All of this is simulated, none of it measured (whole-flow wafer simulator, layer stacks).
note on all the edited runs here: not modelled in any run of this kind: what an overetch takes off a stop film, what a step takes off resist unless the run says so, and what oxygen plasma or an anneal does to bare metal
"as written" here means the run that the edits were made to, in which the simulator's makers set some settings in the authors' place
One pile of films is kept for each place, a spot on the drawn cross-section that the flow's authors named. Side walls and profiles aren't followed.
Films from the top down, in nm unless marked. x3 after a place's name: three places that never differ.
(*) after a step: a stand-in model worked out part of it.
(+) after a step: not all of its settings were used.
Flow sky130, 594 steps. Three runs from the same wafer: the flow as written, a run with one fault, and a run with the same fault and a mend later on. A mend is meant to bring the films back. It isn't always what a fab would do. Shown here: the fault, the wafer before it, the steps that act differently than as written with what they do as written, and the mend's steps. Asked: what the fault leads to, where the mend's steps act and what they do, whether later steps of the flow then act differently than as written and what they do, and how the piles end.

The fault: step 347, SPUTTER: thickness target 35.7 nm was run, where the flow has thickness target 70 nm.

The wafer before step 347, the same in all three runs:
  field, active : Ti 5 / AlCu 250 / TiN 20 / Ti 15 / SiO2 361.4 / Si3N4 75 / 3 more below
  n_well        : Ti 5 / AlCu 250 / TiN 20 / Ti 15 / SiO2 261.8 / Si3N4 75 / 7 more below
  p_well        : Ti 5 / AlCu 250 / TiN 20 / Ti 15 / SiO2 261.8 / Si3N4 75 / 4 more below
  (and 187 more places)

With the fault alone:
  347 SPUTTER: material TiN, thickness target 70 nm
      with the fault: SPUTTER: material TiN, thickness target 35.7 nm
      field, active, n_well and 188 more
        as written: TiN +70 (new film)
        with the fault: TiN +35.7 (new film)
  Later steps of the flow that act differently than as written (17 more steps differ only slightly, by at most 2% or 0.5 nm, whichever is larger, and aren't shown):
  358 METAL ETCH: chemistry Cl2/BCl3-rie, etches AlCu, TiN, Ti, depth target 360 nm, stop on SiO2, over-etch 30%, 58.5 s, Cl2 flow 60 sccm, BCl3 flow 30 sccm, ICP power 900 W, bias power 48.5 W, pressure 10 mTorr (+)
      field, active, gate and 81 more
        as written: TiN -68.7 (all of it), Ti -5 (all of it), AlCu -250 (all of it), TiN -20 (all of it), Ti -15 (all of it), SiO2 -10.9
        with the fault: TiN -34.4 (all of it), Ti -5 (all of it), AlCu -250 (all of it), TiN -20 (all of it), Ti -15 (all of it), SiO2 -14.4
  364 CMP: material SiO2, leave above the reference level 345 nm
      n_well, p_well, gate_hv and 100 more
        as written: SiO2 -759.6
        with the fault: SiO2 -725.3
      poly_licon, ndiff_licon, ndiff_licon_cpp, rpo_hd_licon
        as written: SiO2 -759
        with the fault: SiO2 -724.7
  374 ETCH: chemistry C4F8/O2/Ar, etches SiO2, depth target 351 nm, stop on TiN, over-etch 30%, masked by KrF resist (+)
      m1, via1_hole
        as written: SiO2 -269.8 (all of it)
        with the fault: SiO2 -304.1 (all of it)
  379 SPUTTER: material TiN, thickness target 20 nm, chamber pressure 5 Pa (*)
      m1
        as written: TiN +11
        with the fault: TiN +10.3
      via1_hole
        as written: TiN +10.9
        with the fault: TiN +10.3
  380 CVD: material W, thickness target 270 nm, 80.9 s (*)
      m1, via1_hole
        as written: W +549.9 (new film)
        with the fault: W +584.8 (new film)
  At the end the piles differ from the flow's by more than 2% or 0.5 nm, whichever is larger, at n_well, p_well, gate_hv and 104 more.
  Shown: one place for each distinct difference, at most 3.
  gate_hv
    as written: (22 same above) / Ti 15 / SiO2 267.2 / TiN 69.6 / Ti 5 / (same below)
    with the fault: (22 same above) / Ti 15 / SiO2 301.5 / TiN 35.3 / Ti 5 / (same below)
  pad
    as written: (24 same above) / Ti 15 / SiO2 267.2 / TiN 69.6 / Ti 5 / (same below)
    with the fault: (24 same above) / Ti 15 / SiO2 301.5 / TiN 35.3 / Ti 5 / (same below)
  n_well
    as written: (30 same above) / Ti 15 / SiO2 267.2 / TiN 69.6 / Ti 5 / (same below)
    with the fault: (30 same above) / Ti 15 / SiO2 301.5 / TiN 35.3 / Ti 5 / (same below)

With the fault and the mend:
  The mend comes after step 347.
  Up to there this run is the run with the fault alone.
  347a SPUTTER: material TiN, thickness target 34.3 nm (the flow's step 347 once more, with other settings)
      field, active, n_well and 188 more
        TiN +34.3
  No later step of the flow acts differently than as written at any place that is followed.
  At the end the piles are the same as the flow's at every place that both follow.
